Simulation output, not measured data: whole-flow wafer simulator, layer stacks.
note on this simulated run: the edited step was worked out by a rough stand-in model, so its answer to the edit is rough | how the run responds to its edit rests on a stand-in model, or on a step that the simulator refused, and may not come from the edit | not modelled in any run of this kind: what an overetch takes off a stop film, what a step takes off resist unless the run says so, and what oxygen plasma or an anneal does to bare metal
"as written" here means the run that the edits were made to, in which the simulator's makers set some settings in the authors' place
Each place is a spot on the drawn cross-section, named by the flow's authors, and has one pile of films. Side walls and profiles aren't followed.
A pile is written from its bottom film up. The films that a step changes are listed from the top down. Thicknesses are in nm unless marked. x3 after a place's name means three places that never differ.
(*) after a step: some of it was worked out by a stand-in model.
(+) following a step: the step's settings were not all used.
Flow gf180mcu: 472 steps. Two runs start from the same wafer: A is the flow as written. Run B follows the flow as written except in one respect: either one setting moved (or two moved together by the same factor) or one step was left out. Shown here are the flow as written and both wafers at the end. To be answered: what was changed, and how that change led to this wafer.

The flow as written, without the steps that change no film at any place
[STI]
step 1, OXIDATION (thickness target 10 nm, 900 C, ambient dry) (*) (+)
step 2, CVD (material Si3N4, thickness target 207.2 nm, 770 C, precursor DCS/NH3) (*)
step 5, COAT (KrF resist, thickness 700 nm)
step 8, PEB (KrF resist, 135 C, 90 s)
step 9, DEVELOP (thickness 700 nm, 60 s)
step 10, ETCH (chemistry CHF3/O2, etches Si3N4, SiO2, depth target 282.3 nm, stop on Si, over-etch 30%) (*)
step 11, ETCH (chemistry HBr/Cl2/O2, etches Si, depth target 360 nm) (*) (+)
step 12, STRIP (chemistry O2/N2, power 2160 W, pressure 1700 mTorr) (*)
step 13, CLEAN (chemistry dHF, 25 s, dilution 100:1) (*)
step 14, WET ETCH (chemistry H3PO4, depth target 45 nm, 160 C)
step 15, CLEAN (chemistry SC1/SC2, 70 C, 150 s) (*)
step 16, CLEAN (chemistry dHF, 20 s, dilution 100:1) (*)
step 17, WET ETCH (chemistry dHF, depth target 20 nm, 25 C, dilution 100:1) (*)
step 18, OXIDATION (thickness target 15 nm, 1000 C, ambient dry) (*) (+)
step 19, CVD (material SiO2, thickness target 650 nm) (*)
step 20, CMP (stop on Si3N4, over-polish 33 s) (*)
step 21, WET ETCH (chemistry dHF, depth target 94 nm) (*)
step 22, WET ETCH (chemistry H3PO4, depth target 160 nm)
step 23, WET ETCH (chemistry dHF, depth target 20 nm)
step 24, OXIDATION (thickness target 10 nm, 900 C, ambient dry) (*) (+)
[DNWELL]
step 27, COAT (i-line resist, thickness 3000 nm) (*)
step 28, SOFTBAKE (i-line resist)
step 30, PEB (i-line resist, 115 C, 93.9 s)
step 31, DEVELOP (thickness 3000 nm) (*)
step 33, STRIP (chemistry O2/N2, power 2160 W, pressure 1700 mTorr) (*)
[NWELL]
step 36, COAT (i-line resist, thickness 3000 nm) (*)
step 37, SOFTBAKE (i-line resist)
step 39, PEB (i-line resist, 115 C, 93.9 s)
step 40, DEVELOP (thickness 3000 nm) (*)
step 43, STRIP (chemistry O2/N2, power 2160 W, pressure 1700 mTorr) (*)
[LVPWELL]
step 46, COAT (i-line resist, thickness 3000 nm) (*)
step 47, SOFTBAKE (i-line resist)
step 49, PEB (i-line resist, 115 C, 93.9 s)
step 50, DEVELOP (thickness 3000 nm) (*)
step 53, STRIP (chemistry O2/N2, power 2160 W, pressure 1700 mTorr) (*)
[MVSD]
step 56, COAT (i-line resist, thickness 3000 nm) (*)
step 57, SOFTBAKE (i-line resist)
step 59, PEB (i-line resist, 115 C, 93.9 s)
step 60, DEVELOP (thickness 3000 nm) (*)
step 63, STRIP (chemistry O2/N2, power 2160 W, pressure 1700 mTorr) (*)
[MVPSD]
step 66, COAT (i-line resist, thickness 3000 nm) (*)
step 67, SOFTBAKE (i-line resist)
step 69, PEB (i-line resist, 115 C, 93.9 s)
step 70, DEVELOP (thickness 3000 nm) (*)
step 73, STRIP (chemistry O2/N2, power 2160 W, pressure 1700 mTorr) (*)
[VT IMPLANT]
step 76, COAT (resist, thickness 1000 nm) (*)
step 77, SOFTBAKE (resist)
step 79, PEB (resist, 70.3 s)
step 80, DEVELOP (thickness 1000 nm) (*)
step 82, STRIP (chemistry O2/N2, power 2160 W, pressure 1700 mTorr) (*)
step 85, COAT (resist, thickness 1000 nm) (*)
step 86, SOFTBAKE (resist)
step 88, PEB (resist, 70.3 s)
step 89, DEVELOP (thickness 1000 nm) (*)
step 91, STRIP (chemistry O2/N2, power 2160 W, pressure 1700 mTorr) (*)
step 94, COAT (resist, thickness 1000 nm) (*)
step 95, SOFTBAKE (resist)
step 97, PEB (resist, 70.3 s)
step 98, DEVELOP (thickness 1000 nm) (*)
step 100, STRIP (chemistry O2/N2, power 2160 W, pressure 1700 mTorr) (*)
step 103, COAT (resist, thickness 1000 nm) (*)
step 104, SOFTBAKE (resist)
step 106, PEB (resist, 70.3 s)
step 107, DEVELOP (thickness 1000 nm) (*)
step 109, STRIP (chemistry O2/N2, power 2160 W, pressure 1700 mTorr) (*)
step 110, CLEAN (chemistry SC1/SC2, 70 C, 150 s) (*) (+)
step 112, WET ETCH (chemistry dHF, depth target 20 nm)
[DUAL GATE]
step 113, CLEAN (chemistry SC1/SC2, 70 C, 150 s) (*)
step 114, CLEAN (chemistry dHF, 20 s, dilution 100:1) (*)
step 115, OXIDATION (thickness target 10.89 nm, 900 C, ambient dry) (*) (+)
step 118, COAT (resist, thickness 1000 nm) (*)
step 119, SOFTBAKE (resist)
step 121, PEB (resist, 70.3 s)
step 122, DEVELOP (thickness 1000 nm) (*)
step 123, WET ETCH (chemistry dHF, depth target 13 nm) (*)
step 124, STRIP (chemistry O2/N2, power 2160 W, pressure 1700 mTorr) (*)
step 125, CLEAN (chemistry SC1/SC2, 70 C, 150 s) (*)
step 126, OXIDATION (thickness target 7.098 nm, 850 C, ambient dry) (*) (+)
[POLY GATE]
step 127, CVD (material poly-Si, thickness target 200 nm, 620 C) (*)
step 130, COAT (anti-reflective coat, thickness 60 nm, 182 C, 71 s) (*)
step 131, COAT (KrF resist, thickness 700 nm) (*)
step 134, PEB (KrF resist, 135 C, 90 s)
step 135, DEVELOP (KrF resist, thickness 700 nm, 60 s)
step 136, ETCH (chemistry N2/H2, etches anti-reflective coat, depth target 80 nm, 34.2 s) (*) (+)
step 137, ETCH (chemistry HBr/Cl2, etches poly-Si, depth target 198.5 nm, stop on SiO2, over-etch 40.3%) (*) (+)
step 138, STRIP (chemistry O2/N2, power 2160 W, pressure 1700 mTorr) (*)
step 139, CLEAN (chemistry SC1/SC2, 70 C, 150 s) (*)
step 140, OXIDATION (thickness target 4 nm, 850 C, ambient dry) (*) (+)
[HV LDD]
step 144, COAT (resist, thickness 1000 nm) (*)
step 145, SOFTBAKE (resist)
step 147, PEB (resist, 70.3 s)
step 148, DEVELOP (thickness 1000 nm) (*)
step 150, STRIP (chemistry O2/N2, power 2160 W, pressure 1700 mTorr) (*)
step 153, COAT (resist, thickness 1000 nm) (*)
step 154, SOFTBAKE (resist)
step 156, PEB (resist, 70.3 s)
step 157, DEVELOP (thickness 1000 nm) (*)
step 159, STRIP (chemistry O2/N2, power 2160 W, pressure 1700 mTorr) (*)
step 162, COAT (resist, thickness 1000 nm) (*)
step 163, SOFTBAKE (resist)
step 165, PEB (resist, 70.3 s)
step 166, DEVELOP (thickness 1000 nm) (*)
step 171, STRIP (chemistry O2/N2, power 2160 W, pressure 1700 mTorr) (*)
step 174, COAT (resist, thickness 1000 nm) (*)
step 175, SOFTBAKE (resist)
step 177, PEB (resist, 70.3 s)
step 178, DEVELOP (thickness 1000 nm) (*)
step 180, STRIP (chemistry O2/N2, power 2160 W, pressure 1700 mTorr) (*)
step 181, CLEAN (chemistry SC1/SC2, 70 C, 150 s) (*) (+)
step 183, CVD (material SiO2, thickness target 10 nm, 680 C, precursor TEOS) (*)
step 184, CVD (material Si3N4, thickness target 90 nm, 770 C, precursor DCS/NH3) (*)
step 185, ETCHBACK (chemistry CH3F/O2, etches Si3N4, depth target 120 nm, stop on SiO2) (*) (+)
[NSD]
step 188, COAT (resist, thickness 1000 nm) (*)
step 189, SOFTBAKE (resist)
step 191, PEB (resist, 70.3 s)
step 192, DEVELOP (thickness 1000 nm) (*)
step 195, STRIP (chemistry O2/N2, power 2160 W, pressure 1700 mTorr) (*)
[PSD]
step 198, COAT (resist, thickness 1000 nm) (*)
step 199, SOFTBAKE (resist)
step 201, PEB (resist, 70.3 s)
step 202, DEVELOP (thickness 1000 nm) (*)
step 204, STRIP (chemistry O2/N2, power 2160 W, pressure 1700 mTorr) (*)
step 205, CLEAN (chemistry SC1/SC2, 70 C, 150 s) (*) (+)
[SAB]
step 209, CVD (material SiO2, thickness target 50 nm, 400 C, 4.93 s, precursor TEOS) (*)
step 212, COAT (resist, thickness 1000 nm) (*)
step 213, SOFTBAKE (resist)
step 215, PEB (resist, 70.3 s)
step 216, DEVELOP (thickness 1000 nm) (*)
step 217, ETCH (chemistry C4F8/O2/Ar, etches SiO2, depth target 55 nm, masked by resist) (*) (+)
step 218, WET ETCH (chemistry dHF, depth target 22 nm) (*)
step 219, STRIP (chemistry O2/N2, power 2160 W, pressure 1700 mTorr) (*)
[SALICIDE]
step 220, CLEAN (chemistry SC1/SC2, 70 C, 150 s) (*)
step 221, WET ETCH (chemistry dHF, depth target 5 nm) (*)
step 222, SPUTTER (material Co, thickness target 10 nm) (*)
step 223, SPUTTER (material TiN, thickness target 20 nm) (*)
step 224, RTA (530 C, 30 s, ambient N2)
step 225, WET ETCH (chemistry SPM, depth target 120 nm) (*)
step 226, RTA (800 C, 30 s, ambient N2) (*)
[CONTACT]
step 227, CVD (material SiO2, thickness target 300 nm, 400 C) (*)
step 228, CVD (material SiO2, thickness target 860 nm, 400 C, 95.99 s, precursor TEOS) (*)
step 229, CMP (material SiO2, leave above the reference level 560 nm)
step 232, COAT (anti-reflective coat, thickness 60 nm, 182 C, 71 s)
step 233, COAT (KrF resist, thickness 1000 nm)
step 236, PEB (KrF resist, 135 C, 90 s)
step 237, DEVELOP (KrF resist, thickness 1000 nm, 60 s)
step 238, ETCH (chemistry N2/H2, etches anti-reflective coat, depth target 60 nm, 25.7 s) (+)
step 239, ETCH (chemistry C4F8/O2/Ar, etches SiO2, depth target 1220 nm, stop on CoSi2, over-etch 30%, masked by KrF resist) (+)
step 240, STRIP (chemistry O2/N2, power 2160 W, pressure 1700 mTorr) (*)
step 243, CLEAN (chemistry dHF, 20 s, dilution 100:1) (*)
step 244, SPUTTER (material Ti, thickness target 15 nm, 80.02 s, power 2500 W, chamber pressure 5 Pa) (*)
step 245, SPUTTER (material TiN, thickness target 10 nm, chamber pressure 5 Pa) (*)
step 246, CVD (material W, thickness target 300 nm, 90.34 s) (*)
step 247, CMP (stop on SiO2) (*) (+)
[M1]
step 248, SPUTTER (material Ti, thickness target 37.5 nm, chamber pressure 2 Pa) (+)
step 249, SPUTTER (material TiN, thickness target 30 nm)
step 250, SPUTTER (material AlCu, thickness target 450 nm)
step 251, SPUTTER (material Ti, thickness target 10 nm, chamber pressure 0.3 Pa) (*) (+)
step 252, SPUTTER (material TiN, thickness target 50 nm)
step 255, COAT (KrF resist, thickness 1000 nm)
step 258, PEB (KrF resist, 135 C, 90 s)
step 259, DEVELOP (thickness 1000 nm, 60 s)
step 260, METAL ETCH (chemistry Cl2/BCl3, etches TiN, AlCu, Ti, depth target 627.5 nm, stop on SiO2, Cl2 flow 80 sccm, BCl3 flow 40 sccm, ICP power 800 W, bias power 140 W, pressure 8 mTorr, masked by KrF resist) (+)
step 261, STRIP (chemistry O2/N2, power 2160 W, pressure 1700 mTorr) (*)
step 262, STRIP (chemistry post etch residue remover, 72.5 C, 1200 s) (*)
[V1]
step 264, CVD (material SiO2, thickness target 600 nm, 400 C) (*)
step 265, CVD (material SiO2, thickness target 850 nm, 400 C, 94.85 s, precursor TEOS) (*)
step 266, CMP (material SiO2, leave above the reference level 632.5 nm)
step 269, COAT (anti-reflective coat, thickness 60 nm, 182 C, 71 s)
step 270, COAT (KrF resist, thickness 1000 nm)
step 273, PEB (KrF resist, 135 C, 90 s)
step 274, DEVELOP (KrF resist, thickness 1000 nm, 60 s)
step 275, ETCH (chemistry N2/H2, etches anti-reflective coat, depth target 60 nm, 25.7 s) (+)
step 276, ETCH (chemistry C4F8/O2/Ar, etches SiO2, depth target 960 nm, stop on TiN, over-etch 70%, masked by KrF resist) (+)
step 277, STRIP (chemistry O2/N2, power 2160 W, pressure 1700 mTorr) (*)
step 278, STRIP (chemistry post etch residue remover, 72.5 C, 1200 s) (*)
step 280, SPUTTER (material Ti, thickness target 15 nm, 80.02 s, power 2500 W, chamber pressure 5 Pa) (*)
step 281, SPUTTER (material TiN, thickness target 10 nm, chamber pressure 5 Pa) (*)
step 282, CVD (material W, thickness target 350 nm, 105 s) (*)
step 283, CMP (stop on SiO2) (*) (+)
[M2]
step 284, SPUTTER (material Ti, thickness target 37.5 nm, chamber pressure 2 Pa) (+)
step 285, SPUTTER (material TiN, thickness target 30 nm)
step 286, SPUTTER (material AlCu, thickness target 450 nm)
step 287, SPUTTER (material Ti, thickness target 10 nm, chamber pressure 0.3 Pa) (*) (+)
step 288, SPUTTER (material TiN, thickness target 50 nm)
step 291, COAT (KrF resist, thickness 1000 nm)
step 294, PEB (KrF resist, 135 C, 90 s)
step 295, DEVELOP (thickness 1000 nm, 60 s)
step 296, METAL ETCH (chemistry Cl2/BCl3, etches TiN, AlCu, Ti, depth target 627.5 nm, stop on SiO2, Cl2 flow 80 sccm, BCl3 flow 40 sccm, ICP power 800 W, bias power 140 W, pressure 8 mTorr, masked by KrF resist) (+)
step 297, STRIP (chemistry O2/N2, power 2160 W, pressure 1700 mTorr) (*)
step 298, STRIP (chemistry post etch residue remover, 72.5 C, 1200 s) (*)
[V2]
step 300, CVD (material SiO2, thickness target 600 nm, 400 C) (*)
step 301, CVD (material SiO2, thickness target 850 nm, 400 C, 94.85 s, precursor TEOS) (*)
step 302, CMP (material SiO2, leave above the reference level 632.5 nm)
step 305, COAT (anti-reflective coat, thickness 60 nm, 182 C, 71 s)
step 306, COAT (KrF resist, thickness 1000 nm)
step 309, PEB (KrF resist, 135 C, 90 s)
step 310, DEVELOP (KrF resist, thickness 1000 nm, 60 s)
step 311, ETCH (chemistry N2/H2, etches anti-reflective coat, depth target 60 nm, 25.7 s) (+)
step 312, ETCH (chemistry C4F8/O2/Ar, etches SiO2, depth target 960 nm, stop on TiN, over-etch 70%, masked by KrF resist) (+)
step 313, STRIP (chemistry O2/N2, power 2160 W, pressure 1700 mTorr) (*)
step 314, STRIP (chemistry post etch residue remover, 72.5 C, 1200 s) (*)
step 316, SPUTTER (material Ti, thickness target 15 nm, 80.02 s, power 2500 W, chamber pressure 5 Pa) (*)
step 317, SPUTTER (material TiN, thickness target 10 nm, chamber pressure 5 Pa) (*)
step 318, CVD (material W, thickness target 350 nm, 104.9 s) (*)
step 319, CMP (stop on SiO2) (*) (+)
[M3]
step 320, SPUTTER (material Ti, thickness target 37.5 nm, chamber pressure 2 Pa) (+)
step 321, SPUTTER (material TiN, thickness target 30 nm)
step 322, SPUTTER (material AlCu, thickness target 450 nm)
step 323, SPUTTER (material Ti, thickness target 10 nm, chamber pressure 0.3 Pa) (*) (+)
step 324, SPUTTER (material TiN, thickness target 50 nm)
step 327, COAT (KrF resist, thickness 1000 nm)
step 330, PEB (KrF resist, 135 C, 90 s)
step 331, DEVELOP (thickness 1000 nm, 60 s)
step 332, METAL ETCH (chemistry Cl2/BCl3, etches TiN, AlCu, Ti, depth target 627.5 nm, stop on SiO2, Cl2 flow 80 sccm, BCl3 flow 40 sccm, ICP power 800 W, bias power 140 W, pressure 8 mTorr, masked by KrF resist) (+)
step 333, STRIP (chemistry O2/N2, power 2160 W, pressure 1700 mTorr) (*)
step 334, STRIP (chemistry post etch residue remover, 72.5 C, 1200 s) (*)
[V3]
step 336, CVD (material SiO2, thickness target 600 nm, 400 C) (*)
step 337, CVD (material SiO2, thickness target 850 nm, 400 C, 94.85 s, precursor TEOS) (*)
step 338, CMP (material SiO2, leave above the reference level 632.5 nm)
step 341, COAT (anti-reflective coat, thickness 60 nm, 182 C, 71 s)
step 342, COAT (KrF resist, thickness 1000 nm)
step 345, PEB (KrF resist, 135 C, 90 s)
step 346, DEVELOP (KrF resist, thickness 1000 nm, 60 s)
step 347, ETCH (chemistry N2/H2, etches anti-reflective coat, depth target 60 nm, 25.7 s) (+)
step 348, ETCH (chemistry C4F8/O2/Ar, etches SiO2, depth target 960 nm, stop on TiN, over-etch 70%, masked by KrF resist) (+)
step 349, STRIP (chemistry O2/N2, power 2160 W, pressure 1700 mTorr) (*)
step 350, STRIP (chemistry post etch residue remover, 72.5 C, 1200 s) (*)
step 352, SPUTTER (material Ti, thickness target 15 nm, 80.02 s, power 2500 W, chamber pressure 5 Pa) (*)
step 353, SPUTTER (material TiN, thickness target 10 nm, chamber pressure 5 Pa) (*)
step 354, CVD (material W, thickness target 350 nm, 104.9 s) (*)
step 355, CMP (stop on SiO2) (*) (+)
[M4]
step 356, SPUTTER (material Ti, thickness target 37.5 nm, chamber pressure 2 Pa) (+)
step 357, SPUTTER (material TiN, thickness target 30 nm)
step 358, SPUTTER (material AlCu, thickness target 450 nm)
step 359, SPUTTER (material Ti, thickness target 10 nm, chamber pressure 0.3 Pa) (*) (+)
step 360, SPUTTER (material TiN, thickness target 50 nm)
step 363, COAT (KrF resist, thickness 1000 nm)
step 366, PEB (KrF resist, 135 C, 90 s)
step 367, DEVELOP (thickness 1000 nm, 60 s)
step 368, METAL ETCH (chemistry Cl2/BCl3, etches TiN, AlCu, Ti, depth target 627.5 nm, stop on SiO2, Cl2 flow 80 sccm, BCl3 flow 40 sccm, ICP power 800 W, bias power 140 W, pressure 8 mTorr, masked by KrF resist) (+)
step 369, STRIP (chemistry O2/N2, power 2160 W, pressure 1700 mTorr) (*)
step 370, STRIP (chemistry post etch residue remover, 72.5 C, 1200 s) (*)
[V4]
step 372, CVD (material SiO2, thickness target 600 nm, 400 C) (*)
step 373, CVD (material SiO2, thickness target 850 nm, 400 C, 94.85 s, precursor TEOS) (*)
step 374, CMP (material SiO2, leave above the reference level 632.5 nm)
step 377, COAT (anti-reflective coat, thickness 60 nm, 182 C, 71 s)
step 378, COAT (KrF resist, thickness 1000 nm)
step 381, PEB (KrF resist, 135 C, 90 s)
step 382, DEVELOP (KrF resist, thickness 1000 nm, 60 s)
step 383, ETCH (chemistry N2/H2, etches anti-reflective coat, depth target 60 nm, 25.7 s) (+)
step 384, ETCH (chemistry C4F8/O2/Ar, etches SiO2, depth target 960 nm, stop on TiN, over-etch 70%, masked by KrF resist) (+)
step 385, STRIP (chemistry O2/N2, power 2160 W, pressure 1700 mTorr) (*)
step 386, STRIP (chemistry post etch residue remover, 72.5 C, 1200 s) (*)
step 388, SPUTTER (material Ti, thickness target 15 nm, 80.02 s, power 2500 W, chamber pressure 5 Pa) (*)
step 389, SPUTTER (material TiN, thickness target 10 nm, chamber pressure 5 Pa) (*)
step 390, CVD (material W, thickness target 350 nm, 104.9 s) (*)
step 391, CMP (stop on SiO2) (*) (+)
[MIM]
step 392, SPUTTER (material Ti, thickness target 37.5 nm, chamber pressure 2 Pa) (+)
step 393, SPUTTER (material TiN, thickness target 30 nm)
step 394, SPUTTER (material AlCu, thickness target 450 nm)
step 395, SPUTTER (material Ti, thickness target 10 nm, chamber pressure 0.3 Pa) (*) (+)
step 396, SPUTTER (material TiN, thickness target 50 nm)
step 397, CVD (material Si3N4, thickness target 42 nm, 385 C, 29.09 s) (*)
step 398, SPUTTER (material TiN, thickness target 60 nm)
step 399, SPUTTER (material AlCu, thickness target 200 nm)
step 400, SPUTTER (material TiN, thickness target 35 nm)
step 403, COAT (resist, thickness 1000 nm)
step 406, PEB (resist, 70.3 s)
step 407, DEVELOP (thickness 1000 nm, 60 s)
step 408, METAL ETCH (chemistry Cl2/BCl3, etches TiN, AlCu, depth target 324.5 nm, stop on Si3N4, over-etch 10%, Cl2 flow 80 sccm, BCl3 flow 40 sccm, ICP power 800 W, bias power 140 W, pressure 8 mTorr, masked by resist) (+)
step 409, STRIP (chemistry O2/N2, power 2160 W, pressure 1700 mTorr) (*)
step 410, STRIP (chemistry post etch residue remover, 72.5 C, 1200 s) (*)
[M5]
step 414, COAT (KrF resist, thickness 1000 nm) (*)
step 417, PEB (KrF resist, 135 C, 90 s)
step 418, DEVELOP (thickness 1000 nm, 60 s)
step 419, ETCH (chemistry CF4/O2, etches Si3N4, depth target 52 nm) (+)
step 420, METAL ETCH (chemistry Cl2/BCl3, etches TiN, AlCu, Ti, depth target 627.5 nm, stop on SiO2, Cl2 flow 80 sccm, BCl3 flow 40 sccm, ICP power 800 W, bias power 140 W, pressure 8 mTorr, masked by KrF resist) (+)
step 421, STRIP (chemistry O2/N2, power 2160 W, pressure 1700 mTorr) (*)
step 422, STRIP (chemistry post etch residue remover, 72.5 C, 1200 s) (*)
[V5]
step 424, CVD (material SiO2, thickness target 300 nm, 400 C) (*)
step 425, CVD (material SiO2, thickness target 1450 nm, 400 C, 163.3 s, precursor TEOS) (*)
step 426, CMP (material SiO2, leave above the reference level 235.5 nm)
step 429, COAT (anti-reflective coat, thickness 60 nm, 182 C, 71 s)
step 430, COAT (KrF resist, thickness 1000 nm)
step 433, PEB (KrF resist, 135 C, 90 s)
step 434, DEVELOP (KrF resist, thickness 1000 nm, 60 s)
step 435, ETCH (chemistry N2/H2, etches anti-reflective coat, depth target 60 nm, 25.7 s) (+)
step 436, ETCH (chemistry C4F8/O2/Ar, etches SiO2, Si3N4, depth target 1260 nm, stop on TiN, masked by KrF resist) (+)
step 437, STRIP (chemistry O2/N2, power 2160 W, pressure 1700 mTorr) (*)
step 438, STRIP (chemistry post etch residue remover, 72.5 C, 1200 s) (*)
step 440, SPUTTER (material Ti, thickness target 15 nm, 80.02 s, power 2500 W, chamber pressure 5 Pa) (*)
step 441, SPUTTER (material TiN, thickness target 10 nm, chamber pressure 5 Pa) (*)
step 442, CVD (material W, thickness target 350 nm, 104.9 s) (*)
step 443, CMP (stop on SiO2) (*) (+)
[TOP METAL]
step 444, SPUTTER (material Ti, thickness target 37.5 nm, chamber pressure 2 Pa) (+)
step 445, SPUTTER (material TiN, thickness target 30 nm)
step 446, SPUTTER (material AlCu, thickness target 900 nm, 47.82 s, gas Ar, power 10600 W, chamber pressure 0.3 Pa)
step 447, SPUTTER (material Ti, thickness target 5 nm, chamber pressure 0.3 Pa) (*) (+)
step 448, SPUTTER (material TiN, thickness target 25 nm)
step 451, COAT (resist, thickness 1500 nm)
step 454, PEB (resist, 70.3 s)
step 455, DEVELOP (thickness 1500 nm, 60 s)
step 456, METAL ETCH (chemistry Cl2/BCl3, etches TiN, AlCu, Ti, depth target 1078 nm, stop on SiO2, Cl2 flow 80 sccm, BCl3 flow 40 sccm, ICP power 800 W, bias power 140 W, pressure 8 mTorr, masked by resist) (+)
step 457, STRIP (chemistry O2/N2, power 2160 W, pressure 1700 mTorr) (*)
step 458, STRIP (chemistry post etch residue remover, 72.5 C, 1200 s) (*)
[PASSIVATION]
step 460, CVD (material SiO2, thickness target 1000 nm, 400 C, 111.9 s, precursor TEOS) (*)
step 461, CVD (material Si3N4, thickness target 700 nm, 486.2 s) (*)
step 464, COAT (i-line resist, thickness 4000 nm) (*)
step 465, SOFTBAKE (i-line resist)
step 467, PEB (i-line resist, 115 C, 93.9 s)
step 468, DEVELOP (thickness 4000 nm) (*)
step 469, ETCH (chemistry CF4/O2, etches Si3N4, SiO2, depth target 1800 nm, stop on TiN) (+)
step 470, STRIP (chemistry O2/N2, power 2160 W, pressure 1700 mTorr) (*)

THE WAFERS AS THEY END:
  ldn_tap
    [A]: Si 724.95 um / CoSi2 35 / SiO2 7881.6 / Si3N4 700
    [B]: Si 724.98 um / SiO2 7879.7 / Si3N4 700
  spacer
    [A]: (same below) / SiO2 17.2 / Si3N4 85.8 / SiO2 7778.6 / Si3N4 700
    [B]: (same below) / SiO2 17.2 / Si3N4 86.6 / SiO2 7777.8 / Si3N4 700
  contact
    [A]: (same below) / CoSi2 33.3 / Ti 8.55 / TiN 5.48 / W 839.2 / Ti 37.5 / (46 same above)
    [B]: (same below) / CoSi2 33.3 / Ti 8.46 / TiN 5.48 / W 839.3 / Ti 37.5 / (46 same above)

Cause: step 217, ETCH: depth target 26.1 nm was run, whereas the flow has depth target 55 nm.

The path from the change to this, step by step:
  step 217, ETCH (chemistry C4F8/O2/Ar, etches SiO2, depth target 55 nm, masked by resist) (*) (+)
      spacer: A SiO2 loses 50 (all of it), Si3N4 loses 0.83 | B SiO2 loses 26.1
      field, field__w1, field__w2 and 96 more: A SiO2 loses 55 | B SiO2 loses 26.1
      (as well as at 11 more places)
  step 218, WET ETCH (chemistry dHF, depth target 22 nm) (*)
      ldn_tap, ldn_src, ldn_drn, ldp_tap, ldp_src, ldp_drn, ldp_gr: A SiO2 loses 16 (all of it) | B SiO2 loses 41.6
      ld_drn_n, ld_sd_p: A SiO2 loses 14.8 (all of it) | B SiO2 loses 40.7
      (as well as at 91 more places)
  step 219, STRIP (chemistry O2/N2, power 2160 W, pressure 1700 mTorr) (*)
      active_hv, active_nat, ld_sd_n and 11 more: A chemical SiO2 gains 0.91 (new film), Si loses 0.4 | B nothing
  step 221, WET ETCH (chemistry dHF, depth target 5 nm) (*)
      ldn_tap, ldn_src, ldn_drn, ldp_tap, ldp_src, ldp_drn, ldp_gr: A chemical SiO2 loses 0.76 (all of it) | B SiO2 loses 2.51
      ld_drn_n, ld_sd_p: A chemical SiO2 loses 0.76 (all of it) | B SiO2 loses 2.66 (all of it)
      (as well as at 5 more places)
  step 223, SPUTTER (material TiN, thickness target 20 nm) (*)
      field__w12: A TiN gains 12 (new film) | B TiN gains 12.8 (new film)
      ld_sd_n: A TiN gains 15.5 (new film) | B TiN gains 16.1 (new film)
  step 224, RTA (530 C, 30 s, ambient N2)
      ldn_tap, ldn_src, ldn_drn, ldp_tap, ldp_src, ldp_drn, ldp_gr: A under 1 film: CoSi gains 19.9 (new film), Co loses 10 (all of it), Si loses 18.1 | B nothing
  step 225, WET ETCH (chemistry SPM, depth target 120 nm) (*)
      ldn_tap, ldn_src, ldn_drn, ldp_tap, ldp_src, ldp_drn, ldp_gr: A TiN loses 20 (all of it) | B TiN loses 20 (all of it), Co loses 10 (all of it)
      field__w12: A TiN loses 12 (all of it), Co loses 6.15 (all of it) | B TiN loses 12.8 (all of it), Co loses 6.47 (all of it)
      (as well as at 1 more place)
  step 226, RTA (800 C, 30 s, ambient N2) (*)
      ldn_tap, ldn_src, ldn_drn, ldp_tap, ldp_src, ldp_drn, ldp_gr: A CoSi2 gains 35 (new film), CoSi loses 19.9 (all of it), Si loses 18.1 | B nothing
  step 227, CVD (material SiO2, thickness target 300 nm, 400 C) (*)
      ldn_tap, ldn_src, ldn_drn, ldp_tap, ldp_src, ldp_drn, ldp_gr: A SiO2 gains 300 (new film) | B SiO2 gains 300
  step 229, CMP (material SiO2, leave above the reference level 560 nm)
      ldn_sep__w1, ldn_sep__w2, ldn_dft and 8 more: A SiO2 loses 311 | B SiO2 loses 321.8
      sti, mim_1p0, pad, dice_street, iso_nw_fld, iso_fld_sub: A SiO2 loses 296.8 | B SiO2 loses 307.6
      (as well as at 34 more places)
With metal films that touch counted as one body, ldn_tap has 0 bodies; the flow as written gives 1 body.
